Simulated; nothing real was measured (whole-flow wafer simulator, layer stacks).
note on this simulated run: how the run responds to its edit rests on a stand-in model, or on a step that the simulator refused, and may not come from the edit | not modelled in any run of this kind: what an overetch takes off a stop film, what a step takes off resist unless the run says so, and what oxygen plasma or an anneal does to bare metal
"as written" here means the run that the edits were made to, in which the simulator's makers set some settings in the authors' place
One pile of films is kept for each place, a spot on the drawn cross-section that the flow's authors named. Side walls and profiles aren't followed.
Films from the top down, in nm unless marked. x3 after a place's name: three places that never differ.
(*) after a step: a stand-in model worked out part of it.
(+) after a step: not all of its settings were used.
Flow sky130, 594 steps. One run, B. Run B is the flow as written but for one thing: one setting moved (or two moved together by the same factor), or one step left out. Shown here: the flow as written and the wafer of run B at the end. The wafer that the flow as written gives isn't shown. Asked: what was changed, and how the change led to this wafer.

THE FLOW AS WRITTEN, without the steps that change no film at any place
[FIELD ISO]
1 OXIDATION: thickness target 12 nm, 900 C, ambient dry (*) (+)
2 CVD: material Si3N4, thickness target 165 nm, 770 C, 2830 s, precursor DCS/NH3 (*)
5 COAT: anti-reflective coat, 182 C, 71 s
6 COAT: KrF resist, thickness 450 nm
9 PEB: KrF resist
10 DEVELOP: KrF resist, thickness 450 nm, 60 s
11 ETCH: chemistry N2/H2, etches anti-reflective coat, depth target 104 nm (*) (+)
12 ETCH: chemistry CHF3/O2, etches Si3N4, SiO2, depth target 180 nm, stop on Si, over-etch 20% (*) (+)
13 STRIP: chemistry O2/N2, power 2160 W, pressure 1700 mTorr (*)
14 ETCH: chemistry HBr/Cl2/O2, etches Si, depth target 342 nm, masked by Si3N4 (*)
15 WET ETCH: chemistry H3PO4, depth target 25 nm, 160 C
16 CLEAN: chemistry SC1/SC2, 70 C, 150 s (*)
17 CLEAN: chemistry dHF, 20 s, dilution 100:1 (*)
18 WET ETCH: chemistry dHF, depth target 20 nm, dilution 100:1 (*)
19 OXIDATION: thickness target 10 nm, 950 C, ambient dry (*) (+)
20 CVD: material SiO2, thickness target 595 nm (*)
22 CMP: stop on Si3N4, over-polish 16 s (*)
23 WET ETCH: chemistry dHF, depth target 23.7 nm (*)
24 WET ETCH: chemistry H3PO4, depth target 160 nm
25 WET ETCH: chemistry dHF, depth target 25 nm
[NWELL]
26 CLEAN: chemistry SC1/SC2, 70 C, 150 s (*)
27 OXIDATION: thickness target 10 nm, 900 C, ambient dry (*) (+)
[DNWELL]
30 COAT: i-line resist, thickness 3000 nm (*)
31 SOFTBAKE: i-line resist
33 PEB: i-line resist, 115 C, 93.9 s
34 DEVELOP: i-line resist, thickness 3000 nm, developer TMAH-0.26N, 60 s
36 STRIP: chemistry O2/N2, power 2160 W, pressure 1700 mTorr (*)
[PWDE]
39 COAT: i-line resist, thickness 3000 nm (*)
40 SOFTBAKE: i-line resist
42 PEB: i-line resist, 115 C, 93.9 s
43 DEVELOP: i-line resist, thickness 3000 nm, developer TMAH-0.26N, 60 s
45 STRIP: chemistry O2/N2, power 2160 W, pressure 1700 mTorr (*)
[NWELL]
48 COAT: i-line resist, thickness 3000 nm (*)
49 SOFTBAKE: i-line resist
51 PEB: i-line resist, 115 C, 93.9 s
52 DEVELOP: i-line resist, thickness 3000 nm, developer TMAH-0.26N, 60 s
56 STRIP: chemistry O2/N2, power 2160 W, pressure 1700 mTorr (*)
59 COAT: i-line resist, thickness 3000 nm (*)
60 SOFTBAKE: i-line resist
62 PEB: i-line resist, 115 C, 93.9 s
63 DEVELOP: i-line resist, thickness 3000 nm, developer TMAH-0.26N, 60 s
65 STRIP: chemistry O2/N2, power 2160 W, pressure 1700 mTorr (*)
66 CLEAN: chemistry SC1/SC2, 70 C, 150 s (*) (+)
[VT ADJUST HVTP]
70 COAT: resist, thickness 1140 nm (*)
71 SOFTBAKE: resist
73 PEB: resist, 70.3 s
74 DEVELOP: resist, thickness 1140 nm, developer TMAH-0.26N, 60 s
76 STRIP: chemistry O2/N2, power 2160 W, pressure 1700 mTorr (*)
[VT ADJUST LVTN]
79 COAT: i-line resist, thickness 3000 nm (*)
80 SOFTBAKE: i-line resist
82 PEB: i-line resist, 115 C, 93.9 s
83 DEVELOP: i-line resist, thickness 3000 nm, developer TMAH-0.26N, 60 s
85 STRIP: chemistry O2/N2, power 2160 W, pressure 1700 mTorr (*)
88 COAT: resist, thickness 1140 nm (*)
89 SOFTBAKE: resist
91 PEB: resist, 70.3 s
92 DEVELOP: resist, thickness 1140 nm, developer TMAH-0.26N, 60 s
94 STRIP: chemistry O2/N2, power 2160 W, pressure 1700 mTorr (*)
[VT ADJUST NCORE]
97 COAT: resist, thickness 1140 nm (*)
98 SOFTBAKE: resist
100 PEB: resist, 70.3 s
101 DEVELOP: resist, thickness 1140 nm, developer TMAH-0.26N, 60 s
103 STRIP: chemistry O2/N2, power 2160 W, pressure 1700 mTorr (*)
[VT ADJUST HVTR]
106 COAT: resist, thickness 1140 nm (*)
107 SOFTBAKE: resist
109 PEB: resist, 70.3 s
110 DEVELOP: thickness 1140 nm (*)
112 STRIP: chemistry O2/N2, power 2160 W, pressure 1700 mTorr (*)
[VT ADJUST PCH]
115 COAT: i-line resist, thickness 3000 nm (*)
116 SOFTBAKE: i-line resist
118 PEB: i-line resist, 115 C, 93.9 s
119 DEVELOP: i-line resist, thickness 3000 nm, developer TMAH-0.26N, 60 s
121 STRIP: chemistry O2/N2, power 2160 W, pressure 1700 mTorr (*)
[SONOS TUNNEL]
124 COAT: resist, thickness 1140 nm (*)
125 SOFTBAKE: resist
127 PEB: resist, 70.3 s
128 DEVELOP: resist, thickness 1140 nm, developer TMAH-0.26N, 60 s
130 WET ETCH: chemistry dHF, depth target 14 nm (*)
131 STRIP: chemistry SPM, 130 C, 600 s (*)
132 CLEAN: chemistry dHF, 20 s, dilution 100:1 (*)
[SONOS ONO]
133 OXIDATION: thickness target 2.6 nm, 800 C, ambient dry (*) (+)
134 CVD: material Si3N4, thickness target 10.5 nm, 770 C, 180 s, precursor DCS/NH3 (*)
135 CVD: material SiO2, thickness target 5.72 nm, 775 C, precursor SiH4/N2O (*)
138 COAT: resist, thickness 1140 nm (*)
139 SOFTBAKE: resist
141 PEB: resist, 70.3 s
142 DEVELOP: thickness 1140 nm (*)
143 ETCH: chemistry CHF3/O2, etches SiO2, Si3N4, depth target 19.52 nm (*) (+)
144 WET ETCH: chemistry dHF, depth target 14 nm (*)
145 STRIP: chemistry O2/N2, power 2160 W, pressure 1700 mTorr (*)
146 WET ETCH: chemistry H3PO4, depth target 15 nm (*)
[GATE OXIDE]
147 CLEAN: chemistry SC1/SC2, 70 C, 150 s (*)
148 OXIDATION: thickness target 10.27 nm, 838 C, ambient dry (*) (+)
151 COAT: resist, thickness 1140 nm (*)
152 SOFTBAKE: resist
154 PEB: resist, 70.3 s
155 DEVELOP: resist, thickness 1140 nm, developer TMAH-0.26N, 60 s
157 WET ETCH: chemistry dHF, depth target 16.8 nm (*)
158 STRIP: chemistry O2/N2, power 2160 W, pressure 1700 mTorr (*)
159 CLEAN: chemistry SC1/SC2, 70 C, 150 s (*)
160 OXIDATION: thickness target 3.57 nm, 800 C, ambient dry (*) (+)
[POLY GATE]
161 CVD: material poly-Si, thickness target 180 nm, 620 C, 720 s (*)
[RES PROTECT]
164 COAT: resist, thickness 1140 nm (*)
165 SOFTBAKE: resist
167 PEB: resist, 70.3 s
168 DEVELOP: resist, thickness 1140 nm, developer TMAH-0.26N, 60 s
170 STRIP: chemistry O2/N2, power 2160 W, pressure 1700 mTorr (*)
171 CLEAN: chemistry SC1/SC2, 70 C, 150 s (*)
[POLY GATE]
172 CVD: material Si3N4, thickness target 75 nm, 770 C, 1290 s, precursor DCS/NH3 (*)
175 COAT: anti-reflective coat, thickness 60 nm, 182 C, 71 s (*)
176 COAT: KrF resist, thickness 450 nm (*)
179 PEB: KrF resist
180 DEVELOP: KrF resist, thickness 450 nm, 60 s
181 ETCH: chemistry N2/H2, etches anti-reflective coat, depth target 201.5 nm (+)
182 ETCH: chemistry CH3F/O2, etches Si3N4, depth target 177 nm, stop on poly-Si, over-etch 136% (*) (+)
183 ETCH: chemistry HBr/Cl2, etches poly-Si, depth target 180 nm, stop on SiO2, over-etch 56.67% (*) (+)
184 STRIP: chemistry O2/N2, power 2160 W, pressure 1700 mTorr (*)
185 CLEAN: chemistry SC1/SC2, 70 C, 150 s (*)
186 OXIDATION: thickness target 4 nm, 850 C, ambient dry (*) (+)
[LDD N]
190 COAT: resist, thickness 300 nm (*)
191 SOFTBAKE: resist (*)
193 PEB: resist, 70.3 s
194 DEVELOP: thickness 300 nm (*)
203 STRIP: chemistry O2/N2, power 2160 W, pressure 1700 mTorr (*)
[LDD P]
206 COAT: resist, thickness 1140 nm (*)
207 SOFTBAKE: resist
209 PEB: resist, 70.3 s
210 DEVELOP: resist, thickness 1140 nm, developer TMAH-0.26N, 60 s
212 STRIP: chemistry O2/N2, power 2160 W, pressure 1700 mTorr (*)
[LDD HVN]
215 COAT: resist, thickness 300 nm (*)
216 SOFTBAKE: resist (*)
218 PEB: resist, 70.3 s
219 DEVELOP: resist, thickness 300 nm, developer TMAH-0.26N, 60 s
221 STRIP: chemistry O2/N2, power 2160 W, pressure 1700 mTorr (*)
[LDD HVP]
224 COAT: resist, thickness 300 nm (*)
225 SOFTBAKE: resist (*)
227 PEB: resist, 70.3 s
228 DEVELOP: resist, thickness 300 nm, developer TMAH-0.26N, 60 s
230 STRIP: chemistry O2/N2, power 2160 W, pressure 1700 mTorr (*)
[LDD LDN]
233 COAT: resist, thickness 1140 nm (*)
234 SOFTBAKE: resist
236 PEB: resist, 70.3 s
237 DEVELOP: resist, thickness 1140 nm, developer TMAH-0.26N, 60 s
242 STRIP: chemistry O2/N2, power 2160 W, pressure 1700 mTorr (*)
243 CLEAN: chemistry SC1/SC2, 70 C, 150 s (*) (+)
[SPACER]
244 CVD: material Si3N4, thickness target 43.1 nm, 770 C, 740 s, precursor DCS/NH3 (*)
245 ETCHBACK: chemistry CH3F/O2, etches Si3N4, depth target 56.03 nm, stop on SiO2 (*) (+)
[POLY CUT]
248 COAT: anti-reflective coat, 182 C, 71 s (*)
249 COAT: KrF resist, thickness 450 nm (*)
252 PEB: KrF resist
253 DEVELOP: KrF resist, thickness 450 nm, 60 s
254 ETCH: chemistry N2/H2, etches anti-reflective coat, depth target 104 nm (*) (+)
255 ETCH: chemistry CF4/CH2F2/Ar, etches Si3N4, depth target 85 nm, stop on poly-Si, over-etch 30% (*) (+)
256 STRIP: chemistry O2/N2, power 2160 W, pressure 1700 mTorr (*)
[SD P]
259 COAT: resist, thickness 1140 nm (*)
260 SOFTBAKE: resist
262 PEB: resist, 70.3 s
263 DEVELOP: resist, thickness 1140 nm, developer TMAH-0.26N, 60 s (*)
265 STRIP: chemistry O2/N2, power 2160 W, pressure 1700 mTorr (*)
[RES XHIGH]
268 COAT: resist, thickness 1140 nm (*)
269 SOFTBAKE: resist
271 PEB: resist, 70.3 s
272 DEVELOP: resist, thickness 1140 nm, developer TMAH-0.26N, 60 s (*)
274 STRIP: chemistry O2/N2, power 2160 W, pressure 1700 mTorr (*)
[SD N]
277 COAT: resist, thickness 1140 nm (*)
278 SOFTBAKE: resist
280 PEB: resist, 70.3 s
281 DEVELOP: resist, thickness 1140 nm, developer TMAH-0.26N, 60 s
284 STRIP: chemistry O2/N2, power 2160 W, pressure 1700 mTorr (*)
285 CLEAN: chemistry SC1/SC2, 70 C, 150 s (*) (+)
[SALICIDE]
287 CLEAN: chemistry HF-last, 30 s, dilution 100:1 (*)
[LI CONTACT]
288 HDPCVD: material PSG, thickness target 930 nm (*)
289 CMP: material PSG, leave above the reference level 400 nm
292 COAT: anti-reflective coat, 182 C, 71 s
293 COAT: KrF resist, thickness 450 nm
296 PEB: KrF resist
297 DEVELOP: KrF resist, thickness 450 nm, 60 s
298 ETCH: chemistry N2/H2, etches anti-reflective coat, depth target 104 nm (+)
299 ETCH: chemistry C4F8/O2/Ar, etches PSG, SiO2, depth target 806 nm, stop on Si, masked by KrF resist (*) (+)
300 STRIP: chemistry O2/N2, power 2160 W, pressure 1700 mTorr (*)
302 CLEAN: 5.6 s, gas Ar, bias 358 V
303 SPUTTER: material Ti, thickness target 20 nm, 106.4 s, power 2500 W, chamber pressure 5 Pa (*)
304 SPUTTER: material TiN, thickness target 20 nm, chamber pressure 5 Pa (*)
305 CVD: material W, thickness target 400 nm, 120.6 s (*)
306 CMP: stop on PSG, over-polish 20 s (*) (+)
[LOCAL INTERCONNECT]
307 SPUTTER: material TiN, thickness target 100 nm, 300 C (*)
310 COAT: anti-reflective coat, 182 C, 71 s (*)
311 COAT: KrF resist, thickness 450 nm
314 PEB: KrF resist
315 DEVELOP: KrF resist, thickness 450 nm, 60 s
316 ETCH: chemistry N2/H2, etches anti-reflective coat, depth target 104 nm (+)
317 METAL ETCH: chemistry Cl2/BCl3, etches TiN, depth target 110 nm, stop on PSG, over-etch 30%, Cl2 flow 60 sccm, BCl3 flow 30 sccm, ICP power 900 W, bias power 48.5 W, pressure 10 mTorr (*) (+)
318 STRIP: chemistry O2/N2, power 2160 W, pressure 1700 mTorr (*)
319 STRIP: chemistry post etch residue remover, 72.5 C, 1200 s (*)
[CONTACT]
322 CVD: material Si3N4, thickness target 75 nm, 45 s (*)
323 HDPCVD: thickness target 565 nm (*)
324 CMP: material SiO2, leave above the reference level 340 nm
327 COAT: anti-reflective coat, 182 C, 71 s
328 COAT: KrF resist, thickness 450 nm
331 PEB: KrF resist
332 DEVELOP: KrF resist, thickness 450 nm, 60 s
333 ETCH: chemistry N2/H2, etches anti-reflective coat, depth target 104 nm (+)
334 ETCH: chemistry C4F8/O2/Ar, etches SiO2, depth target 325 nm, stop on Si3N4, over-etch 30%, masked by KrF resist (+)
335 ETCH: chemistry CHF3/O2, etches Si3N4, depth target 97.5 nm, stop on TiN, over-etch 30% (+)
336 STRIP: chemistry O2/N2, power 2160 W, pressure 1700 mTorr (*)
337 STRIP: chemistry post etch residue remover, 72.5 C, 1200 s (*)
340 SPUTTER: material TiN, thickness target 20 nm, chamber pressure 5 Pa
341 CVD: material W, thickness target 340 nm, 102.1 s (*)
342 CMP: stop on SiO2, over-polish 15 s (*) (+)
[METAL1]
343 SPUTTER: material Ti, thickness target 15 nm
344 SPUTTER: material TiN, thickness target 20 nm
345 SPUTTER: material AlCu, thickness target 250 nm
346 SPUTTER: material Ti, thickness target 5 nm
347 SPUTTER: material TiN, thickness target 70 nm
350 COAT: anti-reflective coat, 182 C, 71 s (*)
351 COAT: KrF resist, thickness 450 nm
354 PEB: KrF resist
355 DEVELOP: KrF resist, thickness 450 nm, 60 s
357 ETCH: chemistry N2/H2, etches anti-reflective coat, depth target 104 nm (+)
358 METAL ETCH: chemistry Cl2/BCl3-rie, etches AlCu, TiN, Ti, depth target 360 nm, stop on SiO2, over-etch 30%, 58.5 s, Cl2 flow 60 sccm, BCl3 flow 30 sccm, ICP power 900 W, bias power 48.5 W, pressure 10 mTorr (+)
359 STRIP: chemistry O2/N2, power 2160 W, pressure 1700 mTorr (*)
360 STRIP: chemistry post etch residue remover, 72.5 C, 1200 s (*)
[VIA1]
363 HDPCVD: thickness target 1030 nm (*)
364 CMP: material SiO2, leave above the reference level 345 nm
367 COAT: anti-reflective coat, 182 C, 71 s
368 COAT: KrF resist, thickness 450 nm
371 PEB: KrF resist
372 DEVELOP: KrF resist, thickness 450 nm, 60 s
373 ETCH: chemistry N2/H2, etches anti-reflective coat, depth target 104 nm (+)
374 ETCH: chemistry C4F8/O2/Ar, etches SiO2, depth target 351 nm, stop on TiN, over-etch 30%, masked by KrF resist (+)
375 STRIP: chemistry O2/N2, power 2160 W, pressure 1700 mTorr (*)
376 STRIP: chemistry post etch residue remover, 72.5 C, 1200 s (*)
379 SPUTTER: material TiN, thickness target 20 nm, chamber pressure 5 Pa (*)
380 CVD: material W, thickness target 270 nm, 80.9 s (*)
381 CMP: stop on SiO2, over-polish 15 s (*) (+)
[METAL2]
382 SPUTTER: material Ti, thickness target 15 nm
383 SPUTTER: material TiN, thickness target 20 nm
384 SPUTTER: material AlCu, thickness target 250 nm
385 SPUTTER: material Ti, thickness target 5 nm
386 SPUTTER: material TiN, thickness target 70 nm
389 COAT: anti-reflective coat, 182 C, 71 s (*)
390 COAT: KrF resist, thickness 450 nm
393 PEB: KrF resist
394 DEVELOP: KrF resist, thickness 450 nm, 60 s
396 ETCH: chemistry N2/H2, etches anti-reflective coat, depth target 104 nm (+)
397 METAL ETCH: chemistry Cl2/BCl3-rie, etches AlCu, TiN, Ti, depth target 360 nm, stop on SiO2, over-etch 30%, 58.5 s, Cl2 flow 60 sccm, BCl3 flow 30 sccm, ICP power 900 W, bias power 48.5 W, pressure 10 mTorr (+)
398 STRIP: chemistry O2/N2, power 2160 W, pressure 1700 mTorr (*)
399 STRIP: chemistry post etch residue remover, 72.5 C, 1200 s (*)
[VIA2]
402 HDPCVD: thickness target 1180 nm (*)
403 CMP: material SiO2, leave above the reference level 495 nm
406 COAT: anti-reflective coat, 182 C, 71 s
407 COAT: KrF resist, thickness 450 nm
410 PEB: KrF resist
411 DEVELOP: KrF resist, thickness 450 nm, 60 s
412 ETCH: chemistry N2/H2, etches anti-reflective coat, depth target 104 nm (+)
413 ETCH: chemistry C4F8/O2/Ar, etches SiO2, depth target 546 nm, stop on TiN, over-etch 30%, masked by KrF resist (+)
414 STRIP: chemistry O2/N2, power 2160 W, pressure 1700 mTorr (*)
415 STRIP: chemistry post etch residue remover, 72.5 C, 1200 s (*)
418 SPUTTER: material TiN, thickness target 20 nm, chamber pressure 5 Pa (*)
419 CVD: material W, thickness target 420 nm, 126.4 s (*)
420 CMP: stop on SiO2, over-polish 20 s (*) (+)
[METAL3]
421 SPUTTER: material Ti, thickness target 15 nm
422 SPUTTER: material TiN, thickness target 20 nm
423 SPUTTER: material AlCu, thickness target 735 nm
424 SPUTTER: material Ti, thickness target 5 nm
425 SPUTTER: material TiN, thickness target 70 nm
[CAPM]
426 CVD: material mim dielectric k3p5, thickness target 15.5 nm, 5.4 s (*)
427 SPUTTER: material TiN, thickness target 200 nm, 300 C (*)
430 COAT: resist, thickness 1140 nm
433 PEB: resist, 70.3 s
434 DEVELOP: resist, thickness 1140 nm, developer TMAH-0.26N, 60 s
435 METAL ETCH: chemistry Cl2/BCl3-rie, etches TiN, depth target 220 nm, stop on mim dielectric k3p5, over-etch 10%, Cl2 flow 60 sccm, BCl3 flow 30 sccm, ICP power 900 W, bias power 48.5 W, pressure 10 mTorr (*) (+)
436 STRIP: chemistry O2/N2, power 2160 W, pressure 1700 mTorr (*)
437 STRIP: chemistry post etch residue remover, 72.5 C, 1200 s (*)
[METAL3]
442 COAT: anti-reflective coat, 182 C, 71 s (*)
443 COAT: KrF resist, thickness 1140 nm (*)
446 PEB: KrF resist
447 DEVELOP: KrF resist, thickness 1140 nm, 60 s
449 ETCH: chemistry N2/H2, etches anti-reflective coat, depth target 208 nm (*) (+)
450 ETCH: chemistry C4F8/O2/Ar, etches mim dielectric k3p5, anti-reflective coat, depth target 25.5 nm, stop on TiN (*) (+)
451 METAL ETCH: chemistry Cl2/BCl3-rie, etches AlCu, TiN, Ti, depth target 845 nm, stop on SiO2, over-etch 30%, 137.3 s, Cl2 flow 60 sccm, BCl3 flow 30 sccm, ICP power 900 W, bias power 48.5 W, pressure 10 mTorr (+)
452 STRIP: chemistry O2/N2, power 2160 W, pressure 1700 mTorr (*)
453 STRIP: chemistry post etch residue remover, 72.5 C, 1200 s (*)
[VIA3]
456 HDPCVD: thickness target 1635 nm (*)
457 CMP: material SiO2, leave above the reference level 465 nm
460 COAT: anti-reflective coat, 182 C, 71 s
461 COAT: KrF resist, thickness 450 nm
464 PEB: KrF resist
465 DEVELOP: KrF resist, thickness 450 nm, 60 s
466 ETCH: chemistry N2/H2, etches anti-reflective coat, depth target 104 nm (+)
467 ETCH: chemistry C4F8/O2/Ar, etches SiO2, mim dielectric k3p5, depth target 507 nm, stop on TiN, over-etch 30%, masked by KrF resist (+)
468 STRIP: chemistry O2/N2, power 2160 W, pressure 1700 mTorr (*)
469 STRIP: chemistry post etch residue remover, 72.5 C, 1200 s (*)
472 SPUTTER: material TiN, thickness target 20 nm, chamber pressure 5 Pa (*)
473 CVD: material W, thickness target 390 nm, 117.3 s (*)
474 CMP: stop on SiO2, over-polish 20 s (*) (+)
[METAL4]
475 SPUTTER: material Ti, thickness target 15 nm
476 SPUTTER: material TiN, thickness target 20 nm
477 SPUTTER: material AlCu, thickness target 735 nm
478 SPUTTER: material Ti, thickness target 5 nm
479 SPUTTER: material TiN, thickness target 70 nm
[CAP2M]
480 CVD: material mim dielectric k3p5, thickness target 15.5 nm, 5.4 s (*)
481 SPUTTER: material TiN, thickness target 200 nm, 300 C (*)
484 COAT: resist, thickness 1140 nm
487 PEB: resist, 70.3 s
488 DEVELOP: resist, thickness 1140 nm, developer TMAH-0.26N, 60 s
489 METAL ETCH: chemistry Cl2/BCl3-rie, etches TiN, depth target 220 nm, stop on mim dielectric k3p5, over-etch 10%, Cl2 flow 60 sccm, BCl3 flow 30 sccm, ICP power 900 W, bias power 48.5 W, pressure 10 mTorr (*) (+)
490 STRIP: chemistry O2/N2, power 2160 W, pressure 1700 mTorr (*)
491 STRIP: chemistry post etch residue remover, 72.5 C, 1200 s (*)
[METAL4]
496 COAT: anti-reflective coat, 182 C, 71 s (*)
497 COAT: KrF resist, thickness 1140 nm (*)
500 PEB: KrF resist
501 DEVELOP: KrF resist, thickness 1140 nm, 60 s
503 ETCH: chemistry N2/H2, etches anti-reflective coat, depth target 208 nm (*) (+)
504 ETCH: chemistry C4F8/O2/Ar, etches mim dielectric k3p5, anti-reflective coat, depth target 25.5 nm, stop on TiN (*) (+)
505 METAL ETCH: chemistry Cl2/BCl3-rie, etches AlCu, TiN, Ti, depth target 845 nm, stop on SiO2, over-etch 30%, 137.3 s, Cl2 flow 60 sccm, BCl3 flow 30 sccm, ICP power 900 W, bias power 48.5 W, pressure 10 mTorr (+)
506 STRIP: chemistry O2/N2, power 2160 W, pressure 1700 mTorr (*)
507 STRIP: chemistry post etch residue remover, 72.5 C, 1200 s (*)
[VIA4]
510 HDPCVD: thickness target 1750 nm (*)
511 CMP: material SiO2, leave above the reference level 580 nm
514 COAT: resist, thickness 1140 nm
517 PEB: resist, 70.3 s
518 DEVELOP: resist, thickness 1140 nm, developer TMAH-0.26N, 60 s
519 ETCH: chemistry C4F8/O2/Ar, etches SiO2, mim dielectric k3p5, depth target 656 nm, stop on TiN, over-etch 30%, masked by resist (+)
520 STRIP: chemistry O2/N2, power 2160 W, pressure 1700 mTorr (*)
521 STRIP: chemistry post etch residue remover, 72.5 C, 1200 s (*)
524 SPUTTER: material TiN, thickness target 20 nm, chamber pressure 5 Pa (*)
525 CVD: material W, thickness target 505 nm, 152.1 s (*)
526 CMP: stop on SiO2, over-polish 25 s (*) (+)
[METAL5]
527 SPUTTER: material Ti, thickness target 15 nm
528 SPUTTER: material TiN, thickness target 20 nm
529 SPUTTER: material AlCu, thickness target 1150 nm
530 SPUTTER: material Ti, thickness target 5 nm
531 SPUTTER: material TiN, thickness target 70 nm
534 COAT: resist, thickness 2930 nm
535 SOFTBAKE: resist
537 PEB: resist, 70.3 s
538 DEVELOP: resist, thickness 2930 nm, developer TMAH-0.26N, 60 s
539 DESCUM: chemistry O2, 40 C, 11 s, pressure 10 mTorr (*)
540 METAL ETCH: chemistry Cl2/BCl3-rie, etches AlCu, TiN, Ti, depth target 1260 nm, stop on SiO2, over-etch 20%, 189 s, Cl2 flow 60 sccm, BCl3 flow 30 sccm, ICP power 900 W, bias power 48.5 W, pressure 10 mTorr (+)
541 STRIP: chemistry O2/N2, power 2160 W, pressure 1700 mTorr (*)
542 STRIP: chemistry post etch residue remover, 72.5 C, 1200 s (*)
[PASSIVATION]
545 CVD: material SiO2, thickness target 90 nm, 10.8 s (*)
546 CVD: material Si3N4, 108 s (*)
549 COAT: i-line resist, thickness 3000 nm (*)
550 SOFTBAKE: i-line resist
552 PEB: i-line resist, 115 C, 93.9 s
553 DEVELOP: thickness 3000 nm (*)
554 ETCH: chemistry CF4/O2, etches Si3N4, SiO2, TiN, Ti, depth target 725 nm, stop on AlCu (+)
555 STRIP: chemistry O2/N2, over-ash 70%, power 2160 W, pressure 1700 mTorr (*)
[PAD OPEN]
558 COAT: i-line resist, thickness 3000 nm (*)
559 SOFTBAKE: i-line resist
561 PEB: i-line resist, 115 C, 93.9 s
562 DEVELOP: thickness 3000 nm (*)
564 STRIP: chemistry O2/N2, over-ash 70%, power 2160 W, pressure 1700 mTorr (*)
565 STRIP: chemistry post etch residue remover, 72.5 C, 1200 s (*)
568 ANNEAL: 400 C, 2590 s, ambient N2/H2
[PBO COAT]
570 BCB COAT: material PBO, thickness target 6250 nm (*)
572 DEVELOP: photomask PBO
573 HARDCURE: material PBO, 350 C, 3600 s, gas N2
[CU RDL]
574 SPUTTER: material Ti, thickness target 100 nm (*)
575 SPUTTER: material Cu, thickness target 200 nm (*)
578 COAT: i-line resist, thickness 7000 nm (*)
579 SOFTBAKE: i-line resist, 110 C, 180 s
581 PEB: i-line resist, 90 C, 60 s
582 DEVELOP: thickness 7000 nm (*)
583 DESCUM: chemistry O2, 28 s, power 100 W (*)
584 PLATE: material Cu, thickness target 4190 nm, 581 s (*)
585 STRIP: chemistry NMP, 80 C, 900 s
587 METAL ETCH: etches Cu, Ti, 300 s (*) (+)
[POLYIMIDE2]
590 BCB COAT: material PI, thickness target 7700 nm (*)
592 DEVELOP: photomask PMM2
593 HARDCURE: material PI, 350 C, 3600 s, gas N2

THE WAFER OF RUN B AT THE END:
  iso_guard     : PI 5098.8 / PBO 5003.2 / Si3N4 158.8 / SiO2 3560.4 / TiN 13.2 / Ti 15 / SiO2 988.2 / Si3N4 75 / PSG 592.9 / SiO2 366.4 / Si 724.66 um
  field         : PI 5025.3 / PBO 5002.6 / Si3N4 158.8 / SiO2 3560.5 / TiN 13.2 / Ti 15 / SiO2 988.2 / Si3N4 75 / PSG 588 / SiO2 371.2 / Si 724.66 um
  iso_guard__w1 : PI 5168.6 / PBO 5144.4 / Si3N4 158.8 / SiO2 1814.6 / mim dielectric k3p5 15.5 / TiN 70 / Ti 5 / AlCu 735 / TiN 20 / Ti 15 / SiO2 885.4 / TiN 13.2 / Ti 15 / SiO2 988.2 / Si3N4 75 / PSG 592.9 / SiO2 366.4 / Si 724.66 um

The cause: step 384, SPUTTER: thickness target 388 nm was run, where the flow has thickness target 250 nm.

How the change led to this, step by step:
  384 SPUTTER: material AlCu, thickness target 250 nm
      field, active, n_well and 188 more: AlCu +388 (new film) (as written it would be: AlCu +250 (new film))
  397 METAL ETCH: chemistry Cl2/BCl3-rie, etches AlCu, TiN, Ti, depth target 360 nm, stop on SiO2, over-etch 30%, 58.5 s, Cl2 flow 60 sccm, BCl3 flow 30 sccm, ICP power 900 W, bias power 48.5 W, pressure 10 mTorr (+)
      iso_guard, vpp_sp, vpp_guard and 75 more: TiN -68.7 (all of it), Ti -5 (all of it), AlCu -388 (all of it), TiN -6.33 (as written it would be: TiN -68.7 (all of it), Ti -5 (all of it), AlCu -250 (all of it), TiN -20 (all of it), Ti -15 (all of it), SiO2 -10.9)
      field, active, gate, spacer, sonos_cell, sonos_guard, sonos_guard_hv: TiN -68.7 (all of it), Ti -5 (all of it), AlCu -388 (all of it), TiN -6.34 (as written it would be: TiN -68.7 (all of it), Ti -5 (all of it), AlCu -250 (all of it), TiN -20 (all of it), Ti -15 (all of it), SiO2 -10.9)
  402 HDPCVD: thickness target 1180 nm (*)
      field, active, gate and 82 more: SiO2 +1180 (new film) (as written it would be: SiO2 +1180)
  403 CMP: material SiO2, leave above the reference level 495 nm
      field, active, gate and 82 more: SiO2 -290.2 (as written it would be: SiO2 -389.1)
Counting metal films that touch as one body, iso_guard has 1 body; the flow as written gives 0 bodies.
Counting metal films that touch as one body, field has 1 body; the flow as written gives 0 bodies.
Counting metal films that touch as one body, iso_guard__w1 has 2 bodies (between them, from the top down: SiO2 885.4); the flow as written gives 1 body.
